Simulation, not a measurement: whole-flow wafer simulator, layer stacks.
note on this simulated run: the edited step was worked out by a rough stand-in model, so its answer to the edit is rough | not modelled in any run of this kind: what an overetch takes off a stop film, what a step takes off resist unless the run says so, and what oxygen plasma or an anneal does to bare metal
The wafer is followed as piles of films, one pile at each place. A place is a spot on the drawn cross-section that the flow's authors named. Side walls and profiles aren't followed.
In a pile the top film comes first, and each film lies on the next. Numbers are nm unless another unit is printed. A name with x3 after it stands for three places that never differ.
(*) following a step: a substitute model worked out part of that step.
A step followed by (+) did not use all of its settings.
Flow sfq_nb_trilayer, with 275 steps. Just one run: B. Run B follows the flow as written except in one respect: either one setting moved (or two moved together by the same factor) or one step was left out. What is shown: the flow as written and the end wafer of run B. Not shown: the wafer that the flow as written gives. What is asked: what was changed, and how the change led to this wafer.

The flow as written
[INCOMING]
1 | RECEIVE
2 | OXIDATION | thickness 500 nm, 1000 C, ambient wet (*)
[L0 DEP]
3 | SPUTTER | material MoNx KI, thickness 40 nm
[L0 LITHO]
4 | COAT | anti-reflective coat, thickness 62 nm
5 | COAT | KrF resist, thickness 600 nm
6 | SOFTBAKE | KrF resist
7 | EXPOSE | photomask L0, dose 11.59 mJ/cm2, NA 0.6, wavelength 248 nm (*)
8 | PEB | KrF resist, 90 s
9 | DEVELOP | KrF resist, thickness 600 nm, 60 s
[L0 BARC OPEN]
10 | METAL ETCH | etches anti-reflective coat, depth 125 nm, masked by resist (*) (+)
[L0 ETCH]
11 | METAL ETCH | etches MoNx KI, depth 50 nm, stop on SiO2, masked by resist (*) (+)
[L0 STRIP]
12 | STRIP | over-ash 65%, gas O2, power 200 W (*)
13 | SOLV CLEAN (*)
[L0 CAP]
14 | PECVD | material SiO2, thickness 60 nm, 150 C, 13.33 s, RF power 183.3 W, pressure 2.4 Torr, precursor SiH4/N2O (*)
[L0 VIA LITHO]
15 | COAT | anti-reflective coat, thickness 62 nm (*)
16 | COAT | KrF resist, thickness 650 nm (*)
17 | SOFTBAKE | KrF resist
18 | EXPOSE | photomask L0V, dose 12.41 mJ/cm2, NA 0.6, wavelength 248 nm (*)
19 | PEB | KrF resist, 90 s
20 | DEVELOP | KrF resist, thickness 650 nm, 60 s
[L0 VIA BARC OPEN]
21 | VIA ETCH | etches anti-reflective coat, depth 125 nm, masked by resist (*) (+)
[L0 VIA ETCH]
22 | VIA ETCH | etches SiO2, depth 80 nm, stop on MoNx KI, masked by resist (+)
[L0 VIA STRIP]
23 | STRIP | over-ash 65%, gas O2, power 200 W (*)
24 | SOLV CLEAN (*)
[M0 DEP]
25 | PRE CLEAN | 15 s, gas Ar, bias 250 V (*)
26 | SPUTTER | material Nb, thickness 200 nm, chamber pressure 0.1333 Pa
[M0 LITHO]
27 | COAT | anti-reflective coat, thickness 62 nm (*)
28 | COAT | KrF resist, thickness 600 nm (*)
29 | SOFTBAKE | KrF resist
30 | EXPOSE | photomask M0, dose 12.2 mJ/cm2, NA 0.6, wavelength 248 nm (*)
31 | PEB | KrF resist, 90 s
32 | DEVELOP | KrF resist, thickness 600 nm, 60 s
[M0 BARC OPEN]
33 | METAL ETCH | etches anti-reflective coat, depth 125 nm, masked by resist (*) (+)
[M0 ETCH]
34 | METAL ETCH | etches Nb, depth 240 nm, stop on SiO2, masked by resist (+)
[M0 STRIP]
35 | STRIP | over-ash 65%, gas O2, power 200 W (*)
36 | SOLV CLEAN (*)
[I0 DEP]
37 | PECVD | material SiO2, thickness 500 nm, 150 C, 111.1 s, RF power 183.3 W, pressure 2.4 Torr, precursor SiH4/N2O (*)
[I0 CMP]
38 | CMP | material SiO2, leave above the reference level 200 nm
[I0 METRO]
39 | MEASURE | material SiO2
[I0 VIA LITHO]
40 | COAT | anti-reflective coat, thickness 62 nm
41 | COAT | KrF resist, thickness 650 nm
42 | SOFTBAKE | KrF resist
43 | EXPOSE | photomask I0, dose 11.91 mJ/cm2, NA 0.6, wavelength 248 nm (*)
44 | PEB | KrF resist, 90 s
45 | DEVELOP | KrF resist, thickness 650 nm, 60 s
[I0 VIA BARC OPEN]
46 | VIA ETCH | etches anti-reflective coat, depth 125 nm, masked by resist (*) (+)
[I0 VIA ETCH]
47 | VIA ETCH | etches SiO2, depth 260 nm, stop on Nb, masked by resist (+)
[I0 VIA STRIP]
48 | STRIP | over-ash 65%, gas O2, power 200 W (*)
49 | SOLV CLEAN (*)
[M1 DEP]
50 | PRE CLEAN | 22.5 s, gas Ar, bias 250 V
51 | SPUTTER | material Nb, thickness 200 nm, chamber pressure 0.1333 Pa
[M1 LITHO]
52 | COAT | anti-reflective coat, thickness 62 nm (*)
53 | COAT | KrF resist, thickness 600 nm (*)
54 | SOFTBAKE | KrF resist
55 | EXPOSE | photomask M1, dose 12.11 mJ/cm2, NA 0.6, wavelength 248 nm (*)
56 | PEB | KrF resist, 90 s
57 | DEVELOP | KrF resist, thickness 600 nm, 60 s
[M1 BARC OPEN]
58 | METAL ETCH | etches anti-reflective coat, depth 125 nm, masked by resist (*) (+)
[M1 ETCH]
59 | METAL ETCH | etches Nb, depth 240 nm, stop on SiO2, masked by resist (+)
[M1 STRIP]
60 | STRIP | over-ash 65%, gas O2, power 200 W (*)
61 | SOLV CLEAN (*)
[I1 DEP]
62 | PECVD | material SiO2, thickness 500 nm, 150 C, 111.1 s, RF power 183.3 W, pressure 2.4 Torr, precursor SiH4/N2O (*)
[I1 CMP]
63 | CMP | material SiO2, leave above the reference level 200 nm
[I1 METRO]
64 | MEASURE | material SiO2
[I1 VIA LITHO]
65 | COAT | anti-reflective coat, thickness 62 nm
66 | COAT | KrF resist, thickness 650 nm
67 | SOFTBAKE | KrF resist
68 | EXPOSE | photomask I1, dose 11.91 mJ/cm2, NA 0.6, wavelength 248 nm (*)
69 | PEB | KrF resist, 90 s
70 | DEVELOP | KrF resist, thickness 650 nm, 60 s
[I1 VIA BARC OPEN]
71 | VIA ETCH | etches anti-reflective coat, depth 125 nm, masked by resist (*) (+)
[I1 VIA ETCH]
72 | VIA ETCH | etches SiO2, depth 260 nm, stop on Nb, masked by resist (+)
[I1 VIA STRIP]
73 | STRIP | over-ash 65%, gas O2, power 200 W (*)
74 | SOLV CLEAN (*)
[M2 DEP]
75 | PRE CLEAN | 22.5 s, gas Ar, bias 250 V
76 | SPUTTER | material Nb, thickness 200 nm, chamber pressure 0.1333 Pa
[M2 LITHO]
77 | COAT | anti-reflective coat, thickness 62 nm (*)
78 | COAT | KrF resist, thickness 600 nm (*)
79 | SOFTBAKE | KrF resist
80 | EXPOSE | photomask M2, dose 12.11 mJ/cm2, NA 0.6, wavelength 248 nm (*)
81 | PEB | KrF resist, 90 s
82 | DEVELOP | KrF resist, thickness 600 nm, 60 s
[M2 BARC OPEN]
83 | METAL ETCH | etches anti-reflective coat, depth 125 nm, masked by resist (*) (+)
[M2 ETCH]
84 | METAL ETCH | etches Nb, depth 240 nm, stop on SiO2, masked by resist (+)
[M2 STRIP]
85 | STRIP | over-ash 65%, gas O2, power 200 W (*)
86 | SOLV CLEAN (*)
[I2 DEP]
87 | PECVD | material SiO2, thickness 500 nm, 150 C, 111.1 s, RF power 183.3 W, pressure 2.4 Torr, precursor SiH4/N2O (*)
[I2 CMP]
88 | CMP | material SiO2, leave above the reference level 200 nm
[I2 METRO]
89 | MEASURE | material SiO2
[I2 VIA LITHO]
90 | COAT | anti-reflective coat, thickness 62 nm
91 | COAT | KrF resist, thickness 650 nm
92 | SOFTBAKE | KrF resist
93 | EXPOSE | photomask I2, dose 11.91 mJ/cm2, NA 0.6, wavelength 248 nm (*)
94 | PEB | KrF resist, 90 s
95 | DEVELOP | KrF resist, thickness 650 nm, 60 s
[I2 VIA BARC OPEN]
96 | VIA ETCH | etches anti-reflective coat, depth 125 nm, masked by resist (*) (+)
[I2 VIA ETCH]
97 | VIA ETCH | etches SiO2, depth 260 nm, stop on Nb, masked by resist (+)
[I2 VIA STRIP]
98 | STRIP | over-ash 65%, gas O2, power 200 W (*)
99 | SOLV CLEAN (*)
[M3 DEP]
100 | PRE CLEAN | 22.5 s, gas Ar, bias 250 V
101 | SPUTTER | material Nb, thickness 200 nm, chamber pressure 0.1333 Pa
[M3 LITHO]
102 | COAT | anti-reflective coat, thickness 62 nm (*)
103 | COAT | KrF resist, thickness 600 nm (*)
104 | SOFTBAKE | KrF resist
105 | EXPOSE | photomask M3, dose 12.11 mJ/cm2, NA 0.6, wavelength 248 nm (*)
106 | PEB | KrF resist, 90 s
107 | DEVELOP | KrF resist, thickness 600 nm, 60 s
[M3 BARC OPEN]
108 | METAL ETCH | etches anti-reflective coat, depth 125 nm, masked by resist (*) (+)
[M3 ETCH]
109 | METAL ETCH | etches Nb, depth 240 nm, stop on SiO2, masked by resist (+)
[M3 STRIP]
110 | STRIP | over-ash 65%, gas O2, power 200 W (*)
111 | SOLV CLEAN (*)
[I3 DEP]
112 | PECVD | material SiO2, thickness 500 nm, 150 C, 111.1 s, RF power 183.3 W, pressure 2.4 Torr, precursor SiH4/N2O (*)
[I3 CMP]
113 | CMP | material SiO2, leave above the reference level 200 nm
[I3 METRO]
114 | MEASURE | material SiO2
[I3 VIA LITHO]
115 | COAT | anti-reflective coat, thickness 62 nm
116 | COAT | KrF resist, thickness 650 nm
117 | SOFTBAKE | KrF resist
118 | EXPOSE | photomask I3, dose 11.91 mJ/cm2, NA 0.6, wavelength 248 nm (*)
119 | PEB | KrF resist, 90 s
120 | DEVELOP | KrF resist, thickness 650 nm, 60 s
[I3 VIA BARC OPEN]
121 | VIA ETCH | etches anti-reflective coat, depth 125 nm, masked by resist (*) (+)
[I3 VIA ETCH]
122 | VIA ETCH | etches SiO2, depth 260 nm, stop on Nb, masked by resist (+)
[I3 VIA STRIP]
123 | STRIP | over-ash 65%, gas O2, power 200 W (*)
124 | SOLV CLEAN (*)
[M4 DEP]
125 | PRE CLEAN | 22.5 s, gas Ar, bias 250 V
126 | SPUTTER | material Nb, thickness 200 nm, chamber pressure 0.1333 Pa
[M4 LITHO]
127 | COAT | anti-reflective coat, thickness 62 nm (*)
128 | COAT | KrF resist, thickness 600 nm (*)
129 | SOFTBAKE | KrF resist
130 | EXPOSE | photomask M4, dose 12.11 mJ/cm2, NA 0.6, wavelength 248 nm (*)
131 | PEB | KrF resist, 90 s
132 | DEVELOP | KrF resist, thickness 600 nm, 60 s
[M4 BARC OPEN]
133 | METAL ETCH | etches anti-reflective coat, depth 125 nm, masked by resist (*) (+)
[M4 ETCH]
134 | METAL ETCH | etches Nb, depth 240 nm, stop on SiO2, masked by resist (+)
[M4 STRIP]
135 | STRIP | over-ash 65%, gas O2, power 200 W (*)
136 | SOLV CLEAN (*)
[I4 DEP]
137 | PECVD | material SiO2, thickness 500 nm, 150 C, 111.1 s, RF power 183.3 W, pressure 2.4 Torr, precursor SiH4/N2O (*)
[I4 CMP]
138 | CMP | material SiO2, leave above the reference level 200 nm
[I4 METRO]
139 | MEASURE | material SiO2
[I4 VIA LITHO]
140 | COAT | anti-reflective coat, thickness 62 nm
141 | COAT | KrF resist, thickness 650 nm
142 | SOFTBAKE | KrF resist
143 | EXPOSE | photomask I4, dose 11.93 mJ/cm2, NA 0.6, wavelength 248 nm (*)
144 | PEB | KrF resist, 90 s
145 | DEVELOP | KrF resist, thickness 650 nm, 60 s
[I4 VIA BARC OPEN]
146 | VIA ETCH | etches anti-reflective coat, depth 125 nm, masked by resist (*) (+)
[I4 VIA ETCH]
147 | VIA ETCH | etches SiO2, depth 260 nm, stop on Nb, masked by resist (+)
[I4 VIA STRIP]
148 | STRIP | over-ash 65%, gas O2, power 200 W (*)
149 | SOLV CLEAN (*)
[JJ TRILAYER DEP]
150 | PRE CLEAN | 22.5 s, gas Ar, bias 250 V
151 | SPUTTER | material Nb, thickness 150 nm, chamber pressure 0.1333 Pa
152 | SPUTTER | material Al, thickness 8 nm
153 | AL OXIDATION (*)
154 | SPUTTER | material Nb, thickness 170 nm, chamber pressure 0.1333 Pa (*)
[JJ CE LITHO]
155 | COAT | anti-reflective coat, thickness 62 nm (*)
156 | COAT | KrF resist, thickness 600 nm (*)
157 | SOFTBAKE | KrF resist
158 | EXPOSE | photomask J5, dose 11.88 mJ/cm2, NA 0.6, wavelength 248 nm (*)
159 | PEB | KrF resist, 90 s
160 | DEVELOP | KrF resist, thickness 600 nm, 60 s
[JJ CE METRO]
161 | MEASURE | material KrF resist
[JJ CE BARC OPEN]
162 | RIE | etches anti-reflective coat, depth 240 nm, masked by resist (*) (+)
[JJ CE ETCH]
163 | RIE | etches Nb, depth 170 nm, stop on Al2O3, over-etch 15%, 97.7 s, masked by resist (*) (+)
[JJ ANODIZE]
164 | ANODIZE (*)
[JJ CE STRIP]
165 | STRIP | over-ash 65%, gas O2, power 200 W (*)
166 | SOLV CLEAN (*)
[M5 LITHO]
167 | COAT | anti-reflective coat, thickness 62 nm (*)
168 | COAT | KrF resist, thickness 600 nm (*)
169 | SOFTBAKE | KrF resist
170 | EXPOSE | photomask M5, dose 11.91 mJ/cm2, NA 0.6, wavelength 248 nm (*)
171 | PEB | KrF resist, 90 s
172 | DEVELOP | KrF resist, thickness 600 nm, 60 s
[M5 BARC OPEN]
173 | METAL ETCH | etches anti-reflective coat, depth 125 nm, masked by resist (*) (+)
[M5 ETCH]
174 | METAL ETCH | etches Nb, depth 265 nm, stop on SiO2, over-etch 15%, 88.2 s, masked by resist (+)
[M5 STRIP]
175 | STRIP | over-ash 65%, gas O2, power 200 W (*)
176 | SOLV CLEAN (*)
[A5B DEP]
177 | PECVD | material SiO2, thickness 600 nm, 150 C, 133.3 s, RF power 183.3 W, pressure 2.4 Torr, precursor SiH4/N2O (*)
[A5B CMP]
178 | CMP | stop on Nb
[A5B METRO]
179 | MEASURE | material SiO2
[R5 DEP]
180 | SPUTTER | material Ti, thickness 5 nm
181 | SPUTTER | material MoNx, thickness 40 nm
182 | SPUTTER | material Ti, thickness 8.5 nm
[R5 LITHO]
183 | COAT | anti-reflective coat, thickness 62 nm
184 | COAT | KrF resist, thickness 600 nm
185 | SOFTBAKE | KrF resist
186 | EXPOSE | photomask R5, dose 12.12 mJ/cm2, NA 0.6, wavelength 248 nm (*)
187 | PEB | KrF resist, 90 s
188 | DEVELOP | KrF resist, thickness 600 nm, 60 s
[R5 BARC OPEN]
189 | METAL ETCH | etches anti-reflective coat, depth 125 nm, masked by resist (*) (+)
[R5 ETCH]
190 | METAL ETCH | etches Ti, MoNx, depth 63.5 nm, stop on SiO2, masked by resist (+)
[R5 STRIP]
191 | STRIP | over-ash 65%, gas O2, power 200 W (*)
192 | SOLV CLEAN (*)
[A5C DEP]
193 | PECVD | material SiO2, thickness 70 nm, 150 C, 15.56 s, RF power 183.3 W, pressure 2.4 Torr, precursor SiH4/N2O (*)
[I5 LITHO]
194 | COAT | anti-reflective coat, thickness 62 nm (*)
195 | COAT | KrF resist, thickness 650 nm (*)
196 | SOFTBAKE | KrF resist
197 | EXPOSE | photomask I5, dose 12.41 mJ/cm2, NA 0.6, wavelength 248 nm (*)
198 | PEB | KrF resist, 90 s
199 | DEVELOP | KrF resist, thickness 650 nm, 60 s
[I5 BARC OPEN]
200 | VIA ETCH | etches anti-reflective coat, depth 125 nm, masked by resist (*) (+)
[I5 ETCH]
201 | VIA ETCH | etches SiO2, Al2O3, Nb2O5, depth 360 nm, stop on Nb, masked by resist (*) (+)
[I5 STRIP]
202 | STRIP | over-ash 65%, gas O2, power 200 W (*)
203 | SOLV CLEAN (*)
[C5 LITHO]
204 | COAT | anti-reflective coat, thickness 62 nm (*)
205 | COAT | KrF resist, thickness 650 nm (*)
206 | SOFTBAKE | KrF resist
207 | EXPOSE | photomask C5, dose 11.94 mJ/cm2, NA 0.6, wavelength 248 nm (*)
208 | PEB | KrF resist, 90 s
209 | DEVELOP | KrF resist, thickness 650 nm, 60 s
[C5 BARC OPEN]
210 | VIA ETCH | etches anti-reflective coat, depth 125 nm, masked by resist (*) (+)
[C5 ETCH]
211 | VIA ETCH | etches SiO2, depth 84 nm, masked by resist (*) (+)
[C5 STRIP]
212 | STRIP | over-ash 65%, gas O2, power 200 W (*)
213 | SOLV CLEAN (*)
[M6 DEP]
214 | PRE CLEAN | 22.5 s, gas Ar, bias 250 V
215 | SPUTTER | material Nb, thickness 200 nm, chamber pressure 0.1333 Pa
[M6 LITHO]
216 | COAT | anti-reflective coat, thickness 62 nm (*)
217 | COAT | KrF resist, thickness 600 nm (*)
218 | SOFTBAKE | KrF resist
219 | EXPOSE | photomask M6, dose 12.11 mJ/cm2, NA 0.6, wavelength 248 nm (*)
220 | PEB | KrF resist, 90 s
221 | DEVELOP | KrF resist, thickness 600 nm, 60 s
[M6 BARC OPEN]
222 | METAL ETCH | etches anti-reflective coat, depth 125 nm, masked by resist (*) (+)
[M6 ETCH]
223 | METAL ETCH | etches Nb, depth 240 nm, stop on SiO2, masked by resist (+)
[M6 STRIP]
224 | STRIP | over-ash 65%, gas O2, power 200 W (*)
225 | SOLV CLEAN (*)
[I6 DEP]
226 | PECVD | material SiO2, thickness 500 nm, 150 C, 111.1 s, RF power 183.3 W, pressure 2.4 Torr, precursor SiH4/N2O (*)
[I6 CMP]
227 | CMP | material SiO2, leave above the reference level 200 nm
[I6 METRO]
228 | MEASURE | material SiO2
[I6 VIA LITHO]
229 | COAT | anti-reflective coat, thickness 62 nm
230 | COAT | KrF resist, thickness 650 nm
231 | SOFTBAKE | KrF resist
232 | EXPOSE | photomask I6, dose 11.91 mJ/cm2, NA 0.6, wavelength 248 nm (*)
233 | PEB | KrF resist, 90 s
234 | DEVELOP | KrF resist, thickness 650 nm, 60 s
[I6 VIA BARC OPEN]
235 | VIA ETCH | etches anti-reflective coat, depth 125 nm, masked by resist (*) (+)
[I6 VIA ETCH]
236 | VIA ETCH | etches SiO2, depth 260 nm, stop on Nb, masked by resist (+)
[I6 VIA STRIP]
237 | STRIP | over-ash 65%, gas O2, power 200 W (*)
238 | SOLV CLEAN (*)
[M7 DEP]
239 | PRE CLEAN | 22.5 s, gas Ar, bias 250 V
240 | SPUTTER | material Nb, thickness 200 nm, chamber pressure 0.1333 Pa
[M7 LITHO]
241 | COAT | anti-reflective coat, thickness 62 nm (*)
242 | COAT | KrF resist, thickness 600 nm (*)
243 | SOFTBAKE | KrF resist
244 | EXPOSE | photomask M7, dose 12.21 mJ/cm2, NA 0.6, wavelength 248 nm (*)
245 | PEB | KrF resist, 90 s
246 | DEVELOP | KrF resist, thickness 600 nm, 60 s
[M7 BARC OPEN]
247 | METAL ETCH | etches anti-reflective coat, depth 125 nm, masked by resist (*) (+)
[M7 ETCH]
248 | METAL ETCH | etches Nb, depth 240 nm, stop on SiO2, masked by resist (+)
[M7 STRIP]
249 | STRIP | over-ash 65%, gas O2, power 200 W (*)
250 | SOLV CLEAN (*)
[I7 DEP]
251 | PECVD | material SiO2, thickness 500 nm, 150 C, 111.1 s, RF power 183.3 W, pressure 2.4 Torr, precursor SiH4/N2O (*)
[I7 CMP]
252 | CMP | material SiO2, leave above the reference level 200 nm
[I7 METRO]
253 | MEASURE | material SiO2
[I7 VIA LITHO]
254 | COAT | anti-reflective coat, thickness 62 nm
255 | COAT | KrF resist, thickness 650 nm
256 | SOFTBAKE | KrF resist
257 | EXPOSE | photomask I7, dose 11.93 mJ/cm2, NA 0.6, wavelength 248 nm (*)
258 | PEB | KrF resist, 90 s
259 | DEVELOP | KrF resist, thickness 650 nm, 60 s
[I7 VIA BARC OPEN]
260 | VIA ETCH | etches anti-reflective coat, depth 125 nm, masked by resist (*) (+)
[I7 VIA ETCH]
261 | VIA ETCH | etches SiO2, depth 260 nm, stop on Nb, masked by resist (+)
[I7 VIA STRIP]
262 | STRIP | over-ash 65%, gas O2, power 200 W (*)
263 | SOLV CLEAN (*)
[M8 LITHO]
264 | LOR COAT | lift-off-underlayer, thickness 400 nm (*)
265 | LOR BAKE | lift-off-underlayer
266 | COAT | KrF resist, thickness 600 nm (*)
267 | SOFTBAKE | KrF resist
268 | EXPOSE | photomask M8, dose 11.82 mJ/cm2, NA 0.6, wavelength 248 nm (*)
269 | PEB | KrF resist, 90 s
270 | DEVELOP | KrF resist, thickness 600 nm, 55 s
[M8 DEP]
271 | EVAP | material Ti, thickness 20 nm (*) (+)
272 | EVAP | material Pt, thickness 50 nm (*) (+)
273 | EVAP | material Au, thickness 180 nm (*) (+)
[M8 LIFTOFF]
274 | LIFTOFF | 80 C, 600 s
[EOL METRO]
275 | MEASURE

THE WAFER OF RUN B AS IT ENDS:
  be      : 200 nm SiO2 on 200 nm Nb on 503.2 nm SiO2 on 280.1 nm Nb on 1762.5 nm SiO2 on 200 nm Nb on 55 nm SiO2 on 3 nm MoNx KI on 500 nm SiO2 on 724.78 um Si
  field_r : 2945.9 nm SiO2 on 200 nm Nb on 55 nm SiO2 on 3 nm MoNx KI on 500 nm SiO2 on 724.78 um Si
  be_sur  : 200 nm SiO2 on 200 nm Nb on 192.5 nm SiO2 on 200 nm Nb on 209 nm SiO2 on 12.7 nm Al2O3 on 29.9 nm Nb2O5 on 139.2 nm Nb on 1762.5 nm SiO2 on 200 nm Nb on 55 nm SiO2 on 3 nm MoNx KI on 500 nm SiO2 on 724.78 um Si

The reason: step 11, METAL ETCH: depth 37 nm was run, whereas the flow has depth 50 nm.

The path from the change to this, step by step:
  11 | METAL ETCH | etches MoNx KI, depth 50 nm, stop on SiO2, masked by resist (*) (+)
      v_sur, via_wl, via_w and 97 more: MoNx KI loses 37 (it would be, as written: MoNx KI loses 40 (all of it))
      field_l, l0_sur, l0v, l0r_line_l, l0r_line_c, l0r_line_r: KrF resist loses 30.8 (it would be, as written: KrF resist loses 41.7)
  12 | STRIP | over-ash 65%, gas O2, power 200 W (*)
      field_l, l0_sur, l0v, l0r_line_l, l0r_line_c, l0r_line_r: KrF resist loses 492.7 (all of it), anti-reflective coat loses 62 (all of it) (it would be, as written: KrF resist loses 481.9 (all of it), anti-reflective coat loses 62 (all of it))
  14 | PECVD | material SiO2, thickness 60 nm, 150 C, 13.33 s, RF power 183.3 W, pressure 2.4 Torr, precursor SiH4/N2O (*)
      v_sur, via_wl, via_w and 97 more: SiO2 gains 60 (new film) (it would be, as written: SiO2 gains 60)
Taking metal films that touch as one body, be has 4 bodies (between them, from the top down: SiO2 503.2; SiO2 1762.5; SiO2 55); the flow as written gives 3 bodies (between them, from the top down: SiO2 503.2; SiO2 1762.5).
Taking metal films that touch as one body, field_r has 2 bodies (between them, from the top down: SiO2 55); the flow as written gives 1 body.
Taking metal films that touch as one body, be_sur has 5 bodies (between them, from the top down: SiO2 192.5; SiO2 209 / Al2O3 12.7 / Nb2O5 29.9; SiO2 1762.5; SiO2 55); the flow as written gives 4 bodies (between them, from the top down: SiO2 192.5; SiO2 209 / Al2O3 12.7 / Nb2O5 29.9; SiO2 1762.5).
